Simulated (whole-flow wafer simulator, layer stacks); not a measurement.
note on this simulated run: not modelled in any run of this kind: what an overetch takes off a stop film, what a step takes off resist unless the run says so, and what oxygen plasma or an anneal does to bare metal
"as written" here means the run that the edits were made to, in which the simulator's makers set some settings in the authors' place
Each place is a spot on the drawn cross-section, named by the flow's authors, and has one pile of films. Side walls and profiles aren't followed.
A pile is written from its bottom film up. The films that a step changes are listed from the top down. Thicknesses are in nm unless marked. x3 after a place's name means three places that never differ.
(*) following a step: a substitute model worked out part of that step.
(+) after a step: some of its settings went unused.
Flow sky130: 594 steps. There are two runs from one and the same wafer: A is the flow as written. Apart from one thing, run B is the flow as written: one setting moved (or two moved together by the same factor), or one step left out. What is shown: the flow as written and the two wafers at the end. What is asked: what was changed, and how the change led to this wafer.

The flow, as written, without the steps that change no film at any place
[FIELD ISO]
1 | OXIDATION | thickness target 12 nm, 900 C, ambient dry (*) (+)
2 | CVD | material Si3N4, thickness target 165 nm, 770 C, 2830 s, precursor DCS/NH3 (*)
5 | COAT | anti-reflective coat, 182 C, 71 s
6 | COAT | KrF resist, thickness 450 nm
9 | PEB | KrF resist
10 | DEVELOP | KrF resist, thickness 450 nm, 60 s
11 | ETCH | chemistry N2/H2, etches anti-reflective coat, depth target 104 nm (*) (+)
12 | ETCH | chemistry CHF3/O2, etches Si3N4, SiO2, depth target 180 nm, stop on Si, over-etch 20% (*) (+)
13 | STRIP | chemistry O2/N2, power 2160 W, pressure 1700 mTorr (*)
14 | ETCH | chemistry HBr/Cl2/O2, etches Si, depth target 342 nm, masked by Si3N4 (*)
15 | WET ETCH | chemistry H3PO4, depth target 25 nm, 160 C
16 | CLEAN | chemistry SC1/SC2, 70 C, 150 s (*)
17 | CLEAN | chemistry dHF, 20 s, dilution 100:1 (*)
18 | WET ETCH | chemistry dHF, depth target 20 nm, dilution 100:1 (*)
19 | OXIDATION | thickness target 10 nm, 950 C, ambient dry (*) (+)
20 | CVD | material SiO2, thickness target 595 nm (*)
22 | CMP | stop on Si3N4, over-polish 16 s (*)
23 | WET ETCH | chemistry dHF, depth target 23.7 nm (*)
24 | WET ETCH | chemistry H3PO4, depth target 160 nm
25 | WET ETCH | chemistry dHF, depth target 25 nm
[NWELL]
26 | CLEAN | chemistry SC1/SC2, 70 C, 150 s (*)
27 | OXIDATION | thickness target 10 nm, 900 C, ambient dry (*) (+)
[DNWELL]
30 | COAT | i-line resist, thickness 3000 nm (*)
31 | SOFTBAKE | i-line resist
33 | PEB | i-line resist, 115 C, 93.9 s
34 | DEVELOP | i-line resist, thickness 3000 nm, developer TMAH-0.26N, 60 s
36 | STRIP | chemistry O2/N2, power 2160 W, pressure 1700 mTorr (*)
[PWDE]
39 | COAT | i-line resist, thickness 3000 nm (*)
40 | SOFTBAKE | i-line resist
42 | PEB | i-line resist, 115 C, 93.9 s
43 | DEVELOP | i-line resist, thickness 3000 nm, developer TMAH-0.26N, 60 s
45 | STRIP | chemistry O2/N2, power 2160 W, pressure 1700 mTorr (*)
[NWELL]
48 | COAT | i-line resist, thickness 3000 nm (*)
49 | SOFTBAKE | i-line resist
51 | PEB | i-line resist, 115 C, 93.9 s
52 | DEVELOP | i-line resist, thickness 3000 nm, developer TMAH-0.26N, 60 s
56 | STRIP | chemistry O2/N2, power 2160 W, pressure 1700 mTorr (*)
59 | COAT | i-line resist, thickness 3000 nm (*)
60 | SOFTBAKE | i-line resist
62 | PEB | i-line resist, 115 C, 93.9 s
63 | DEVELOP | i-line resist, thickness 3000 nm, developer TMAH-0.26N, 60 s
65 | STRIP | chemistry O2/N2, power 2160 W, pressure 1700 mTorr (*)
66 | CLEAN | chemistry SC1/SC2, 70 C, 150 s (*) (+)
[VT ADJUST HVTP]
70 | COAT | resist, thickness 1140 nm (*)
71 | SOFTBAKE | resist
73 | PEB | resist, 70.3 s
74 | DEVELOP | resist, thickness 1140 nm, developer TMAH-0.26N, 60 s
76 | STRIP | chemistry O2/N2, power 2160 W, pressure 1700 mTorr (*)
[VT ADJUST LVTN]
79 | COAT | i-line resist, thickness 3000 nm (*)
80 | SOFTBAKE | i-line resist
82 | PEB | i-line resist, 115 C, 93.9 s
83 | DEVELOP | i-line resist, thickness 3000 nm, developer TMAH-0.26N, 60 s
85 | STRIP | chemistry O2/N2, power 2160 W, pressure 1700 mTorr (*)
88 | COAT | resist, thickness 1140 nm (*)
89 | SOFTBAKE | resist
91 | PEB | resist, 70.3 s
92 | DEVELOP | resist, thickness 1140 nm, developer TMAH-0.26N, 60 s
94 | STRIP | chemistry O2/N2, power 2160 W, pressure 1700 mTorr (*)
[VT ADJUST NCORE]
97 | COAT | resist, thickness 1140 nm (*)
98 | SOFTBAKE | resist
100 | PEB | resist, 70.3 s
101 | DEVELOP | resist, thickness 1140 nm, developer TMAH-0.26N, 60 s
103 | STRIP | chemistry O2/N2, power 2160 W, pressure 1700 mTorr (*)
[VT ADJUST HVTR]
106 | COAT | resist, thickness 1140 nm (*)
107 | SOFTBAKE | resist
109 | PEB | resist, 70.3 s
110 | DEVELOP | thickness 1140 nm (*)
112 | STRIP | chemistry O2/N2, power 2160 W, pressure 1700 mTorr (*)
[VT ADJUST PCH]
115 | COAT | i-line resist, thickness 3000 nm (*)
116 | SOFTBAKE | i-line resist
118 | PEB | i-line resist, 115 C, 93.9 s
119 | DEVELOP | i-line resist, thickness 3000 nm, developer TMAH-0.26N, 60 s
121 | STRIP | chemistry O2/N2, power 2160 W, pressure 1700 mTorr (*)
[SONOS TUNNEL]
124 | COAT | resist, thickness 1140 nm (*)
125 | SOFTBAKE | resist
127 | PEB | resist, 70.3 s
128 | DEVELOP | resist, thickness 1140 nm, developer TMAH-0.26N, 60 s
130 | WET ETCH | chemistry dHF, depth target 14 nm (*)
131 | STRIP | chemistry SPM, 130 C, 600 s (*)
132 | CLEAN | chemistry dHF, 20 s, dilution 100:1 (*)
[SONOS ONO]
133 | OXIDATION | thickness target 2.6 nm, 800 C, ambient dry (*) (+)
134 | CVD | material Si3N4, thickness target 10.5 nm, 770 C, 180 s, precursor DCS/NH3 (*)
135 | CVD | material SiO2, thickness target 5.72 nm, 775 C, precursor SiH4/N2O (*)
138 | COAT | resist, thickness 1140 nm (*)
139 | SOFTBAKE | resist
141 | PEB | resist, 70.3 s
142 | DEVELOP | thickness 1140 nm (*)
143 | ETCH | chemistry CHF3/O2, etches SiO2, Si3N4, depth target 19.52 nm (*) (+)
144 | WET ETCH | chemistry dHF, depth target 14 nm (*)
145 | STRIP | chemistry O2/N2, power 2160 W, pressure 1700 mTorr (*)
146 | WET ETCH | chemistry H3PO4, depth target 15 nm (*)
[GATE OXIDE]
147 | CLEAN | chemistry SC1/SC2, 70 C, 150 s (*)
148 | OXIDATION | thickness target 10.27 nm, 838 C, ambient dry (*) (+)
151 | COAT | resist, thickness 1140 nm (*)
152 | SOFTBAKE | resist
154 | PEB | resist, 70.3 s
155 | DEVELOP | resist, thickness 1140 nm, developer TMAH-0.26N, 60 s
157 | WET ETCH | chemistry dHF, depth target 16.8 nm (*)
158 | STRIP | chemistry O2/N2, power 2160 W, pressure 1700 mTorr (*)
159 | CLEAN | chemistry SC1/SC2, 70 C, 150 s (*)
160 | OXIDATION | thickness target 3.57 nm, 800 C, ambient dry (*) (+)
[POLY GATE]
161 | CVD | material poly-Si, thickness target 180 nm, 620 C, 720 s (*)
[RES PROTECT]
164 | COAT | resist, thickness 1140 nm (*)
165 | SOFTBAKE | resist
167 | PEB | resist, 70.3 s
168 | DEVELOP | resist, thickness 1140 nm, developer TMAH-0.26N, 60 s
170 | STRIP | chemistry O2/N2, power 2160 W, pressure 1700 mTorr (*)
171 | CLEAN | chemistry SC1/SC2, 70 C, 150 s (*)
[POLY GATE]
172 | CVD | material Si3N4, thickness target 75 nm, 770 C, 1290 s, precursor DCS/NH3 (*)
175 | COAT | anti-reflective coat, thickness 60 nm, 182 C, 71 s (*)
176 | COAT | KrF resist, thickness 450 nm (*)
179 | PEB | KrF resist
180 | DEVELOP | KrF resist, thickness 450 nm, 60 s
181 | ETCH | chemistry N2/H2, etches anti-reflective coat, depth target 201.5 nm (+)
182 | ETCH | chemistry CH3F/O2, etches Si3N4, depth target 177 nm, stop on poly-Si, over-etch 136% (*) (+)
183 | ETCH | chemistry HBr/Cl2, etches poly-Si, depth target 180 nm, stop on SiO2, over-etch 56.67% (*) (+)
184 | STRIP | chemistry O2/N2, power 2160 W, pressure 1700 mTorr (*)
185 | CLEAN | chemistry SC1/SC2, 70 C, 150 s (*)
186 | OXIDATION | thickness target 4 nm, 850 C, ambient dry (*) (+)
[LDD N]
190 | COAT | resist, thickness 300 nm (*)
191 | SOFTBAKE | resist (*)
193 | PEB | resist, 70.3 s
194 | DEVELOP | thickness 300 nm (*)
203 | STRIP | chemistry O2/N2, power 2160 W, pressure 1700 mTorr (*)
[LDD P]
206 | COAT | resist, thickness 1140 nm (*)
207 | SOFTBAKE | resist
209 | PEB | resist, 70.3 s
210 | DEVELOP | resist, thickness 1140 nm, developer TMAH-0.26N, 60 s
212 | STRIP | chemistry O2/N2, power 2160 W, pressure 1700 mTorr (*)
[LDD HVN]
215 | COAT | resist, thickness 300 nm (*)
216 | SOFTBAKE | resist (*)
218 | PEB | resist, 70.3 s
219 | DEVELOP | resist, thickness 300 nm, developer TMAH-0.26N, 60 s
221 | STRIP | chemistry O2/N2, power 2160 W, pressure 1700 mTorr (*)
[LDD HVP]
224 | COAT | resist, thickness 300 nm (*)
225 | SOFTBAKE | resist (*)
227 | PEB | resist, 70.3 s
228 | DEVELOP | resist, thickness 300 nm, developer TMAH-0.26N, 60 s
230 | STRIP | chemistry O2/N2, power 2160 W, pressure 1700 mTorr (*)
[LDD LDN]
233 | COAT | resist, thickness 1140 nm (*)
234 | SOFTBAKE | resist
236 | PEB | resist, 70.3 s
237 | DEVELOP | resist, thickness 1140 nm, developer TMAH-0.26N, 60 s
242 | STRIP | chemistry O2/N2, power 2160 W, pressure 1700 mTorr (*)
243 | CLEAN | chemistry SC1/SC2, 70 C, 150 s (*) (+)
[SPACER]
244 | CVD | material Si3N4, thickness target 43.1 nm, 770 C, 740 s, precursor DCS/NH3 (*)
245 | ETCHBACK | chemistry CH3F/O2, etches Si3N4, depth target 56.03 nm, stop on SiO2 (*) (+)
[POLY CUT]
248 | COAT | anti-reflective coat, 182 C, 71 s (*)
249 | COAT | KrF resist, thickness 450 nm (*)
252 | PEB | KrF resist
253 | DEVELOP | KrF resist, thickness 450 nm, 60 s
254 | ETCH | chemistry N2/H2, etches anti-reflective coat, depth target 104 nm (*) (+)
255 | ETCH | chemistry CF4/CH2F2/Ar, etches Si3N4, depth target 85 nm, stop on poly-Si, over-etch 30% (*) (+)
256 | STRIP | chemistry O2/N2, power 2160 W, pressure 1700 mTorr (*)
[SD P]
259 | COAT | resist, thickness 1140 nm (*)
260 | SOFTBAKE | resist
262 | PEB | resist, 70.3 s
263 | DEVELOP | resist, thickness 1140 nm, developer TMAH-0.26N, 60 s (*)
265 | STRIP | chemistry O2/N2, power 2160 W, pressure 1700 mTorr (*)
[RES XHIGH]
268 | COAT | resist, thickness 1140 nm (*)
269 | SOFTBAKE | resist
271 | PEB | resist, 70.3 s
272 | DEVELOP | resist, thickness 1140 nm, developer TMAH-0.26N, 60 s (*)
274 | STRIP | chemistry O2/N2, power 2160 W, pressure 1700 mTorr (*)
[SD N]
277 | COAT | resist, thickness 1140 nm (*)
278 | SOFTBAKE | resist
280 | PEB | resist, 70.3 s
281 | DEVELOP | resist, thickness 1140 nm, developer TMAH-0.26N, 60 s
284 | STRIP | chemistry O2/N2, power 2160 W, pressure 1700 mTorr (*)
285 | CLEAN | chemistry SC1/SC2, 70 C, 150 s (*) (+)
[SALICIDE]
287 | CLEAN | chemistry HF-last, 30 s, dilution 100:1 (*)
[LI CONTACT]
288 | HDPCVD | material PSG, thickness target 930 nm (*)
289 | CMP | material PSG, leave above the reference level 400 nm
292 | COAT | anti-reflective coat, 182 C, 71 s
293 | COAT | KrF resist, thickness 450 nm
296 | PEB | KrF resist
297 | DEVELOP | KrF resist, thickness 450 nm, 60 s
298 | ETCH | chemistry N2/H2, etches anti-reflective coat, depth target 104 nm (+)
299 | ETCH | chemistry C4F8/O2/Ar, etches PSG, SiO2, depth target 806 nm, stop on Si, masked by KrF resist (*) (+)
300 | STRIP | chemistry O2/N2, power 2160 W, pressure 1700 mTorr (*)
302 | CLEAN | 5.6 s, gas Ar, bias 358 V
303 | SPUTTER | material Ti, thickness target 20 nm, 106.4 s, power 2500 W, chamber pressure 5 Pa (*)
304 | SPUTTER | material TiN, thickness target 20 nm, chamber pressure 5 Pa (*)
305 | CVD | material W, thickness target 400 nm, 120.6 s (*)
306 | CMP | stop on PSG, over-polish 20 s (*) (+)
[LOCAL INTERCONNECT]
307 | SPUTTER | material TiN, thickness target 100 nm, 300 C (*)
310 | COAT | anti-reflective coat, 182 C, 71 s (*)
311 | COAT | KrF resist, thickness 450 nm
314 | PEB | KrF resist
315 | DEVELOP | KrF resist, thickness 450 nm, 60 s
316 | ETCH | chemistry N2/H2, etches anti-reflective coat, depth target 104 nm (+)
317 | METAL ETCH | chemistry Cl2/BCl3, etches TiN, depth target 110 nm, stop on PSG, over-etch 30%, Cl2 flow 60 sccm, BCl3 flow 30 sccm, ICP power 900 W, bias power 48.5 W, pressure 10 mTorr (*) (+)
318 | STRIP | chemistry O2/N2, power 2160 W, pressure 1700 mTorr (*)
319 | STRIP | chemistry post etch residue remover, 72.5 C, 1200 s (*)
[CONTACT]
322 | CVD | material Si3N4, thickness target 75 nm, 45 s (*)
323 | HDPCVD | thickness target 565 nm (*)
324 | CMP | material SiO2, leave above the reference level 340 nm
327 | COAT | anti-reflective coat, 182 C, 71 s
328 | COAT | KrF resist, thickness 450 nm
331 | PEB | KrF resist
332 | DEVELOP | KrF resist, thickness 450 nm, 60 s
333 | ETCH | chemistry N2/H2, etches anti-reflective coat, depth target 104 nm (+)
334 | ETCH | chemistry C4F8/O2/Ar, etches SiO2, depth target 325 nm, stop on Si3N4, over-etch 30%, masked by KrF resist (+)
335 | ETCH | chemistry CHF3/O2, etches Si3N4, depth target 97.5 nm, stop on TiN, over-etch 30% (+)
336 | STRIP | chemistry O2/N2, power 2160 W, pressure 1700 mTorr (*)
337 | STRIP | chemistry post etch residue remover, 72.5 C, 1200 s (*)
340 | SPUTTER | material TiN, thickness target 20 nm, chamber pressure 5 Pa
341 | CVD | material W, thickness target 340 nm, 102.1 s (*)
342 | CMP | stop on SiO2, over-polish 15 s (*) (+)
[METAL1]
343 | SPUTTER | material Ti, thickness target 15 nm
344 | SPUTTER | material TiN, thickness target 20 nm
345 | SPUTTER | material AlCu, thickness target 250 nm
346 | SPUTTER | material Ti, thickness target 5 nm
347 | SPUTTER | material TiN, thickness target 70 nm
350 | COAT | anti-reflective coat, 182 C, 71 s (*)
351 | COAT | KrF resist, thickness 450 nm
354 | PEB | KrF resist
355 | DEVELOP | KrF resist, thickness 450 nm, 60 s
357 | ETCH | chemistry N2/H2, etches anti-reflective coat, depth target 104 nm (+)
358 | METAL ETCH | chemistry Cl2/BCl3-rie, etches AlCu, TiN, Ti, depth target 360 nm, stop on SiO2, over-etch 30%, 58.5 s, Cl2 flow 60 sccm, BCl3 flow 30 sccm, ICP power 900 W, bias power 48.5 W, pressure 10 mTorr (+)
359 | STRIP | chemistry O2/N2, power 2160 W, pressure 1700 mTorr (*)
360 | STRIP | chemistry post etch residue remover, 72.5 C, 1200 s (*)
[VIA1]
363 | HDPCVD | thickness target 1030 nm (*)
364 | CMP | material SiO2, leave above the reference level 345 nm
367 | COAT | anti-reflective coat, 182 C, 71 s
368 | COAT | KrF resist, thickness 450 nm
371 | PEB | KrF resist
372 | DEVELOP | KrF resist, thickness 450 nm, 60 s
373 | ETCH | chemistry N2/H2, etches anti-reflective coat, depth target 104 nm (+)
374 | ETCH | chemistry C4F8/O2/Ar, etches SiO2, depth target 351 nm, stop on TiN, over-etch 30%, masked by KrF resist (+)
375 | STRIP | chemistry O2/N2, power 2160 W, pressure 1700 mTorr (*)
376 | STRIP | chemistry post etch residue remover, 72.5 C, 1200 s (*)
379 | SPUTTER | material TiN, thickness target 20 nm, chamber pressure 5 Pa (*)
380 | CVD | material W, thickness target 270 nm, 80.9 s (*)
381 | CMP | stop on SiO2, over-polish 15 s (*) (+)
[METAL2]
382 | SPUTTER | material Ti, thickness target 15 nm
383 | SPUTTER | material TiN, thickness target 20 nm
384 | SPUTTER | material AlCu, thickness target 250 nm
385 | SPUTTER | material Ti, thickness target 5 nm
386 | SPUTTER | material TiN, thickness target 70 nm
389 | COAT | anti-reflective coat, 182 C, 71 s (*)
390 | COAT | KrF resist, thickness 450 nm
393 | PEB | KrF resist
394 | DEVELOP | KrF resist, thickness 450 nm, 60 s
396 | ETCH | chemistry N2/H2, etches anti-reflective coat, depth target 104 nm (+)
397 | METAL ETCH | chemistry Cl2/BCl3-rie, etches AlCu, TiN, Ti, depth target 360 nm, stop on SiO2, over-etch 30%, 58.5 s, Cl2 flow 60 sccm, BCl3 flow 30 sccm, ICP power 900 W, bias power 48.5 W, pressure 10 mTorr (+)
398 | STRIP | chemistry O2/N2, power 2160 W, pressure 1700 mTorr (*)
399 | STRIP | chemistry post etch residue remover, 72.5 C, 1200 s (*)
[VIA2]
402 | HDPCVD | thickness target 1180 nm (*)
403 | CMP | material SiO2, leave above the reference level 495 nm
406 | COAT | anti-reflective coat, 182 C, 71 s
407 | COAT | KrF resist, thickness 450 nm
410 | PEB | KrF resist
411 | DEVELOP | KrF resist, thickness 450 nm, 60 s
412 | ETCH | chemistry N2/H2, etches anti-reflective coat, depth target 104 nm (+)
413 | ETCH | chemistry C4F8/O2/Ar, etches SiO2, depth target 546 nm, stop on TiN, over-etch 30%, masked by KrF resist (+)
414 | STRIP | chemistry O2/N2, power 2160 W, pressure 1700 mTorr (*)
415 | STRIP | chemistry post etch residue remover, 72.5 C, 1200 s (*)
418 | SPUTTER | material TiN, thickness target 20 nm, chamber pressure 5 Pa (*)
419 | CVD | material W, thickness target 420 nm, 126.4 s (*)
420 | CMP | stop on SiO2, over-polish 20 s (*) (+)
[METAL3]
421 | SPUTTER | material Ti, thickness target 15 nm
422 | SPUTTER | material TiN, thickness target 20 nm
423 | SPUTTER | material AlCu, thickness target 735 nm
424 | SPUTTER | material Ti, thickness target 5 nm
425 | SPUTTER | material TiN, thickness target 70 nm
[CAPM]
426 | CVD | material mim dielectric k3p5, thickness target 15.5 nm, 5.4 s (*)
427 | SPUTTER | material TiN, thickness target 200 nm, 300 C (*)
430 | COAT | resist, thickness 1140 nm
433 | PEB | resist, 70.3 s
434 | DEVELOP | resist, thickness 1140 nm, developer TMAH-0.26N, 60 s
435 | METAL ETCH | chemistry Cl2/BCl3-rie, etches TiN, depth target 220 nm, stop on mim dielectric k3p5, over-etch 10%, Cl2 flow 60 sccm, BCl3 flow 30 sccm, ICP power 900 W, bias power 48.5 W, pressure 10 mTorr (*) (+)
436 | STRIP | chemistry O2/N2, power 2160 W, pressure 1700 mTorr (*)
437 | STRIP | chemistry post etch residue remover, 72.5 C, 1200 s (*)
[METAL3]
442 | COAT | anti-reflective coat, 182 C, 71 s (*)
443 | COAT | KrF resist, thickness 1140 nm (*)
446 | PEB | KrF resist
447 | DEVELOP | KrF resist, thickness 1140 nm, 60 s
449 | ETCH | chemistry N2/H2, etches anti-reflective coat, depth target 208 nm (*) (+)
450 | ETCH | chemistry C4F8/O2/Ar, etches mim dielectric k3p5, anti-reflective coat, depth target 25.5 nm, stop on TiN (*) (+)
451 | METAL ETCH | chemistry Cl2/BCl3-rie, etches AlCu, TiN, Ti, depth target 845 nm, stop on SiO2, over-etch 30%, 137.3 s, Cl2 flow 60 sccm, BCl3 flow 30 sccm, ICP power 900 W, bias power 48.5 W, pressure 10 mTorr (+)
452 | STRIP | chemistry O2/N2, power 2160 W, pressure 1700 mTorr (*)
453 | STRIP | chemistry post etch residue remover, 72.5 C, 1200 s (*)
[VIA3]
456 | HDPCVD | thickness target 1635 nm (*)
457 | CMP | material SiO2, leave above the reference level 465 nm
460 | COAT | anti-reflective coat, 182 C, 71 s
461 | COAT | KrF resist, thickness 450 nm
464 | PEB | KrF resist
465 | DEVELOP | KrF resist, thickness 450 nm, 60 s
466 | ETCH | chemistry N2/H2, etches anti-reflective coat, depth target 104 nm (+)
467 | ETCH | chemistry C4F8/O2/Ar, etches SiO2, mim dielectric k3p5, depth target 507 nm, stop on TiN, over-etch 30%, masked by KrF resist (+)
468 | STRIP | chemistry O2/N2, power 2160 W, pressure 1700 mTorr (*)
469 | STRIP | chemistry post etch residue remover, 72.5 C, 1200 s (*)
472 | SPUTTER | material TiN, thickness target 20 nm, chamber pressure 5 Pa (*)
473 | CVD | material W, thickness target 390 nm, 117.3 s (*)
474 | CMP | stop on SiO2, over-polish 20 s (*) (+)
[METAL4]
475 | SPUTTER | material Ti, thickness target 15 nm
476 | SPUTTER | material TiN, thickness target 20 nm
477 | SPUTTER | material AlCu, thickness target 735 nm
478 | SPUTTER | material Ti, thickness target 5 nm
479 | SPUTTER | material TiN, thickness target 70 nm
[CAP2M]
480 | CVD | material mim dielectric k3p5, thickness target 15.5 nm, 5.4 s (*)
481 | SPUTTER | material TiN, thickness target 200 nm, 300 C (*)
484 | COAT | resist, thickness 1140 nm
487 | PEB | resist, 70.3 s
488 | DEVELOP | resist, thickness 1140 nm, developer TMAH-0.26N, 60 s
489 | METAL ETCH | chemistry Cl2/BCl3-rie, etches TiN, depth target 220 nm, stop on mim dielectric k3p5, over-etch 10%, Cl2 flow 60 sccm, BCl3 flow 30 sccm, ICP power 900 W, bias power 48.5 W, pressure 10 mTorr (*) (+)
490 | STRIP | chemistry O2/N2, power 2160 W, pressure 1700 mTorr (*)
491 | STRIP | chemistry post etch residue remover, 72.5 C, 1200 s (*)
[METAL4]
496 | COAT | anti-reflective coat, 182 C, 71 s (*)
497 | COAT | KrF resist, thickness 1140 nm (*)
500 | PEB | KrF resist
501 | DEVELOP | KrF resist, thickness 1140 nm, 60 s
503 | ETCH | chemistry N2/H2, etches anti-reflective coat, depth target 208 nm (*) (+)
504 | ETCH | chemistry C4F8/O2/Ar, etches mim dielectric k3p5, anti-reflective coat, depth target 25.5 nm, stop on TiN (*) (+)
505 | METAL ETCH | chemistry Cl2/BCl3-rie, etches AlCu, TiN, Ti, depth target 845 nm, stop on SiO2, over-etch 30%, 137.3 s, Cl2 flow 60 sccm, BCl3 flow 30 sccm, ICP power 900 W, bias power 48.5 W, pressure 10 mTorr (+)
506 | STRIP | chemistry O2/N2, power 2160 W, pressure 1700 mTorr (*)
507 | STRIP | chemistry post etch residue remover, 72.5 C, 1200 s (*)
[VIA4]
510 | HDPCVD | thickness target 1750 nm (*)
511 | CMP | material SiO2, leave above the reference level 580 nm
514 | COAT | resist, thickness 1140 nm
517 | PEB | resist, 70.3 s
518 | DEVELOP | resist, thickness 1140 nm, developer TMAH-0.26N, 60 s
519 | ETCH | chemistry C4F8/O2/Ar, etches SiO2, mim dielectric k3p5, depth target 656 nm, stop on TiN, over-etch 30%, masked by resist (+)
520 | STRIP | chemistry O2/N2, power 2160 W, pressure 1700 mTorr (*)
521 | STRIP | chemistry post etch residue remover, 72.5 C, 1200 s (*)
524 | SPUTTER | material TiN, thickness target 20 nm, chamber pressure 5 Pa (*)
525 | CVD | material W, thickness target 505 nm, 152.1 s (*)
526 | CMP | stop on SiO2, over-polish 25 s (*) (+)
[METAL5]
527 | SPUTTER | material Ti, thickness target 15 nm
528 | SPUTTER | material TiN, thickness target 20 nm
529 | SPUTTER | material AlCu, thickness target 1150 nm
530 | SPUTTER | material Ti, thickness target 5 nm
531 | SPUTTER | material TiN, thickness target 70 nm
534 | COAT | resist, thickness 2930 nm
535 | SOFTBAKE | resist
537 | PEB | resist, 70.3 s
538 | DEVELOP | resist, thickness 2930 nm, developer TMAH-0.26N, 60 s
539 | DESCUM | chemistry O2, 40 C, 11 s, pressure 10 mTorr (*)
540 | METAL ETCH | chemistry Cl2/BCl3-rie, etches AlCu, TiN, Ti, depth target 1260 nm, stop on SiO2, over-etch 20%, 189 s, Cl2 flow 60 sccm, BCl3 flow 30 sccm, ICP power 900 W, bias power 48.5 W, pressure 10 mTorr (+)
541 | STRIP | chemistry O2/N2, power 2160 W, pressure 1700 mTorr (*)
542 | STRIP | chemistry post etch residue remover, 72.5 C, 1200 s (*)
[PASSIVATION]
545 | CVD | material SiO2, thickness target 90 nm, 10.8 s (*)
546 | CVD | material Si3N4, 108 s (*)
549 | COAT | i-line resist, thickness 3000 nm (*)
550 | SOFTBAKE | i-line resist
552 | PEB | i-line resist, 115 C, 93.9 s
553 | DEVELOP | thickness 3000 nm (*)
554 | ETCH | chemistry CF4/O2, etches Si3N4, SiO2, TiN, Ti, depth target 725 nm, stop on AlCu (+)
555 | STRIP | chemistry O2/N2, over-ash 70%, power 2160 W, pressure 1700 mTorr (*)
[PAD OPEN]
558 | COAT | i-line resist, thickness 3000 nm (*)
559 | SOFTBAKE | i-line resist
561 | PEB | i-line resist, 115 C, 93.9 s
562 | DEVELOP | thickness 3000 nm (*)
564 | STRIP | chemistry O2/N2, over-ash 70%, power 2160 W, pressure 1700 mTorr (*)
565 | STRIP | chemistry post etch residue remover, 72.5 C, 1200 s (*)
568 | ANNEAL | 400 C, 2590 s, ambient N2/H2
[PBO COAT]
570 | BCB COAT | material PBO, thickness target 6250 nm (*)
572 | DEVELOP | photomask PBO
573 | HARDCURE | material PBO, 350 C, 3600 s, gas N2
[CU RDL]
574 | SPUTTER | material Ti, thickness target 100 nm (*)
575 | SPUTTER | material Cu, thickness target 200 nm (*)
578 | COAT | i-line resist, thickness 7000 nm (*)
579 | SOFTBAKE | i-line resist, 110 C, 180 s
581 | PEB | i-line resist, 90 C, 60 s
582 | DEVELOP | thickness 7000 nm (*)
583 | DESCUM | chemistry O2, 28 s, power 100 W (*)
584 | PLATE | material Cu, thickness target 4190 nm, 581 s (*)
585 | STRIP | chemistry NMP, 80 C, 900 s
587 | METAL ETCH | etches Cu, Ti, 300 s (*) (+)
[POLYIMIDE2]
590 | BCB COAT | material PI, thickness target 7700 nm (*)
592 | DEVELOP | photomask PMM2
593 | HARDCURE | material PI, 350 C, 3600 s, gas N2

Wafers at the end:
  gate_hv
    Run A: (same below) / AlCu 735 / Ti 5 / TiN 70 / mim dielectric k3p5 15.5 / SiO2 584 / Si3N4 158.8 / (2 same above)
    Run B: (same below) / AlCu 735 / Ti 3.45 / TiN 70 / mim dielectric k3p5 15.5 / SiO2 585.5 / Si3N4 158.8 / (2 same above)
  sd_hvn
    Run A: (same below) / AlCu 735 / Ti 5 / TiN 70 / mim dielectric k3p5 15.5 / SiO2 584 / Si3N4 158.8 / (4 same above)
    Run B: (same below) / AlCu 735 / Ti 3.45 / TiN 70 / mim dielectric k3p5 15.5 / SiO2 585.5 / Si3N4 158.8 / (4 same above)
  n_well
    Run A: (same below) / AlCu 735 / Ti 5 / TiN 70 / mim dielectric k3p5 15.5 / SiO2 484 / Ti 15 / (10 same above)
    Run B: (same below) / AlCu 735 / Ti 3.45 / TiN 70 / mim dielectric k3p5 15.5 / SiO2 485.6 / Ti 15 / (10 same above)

Cause: step 478, SPUTTER: thickness target 3.45 nm was run, though the flow has thickness target 5 nm.
The wafer lets one read it off: gate_hv has Ti 3.45, and step 478 as written asks for 5 nm.

Step by step, how the change led to this:
  478 | SPUTTER | material Ti, thickness target 5 nm
      field, active, n_well and 189 more: A +5 Ti (new film) | B +3.45 Ti (new film)
  505 | METAL ETCH | chemistry Cl2/BCl3-rie, etches AlCu, TiN, Ti, depth target 845 nm, stop on SiO2, over-etch 30%, 137.3 s, Cl2 flow 60 sccm, BCl3 flow 30 sccm, ICP power 900 W, bias power 48.5 W, pressure 10 mTorr (+)
      field, gate, spacer and 68 more: A -70 TiN (all of it), -5 Ti (all of it), -735 AlCu (all of it), -20 TiN (all of it), -15 Ti (all of it), -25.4 SiO2 | B -70 TiN (all of it), -3.45 Ti (all of it), -735 AlCu (all of it), -20 TiN (all of it), -15 Ti (all of it), -25.5 SiO2
      active, vpp_iso1, mim_edge_plate and 14 more: A -70 TiN (all of it), -5 Ti (all of it), -735 AlCu (all of it), -20 TiN (all of it), -15 Ti (all of it), -25.3 SiO2 | B -70 TiN (all of it), -3.45 Ti (all of it), -735 AlCu (all of it), -20 TiN (all of it), -15 Ti (all of it), -25.5 SiO2
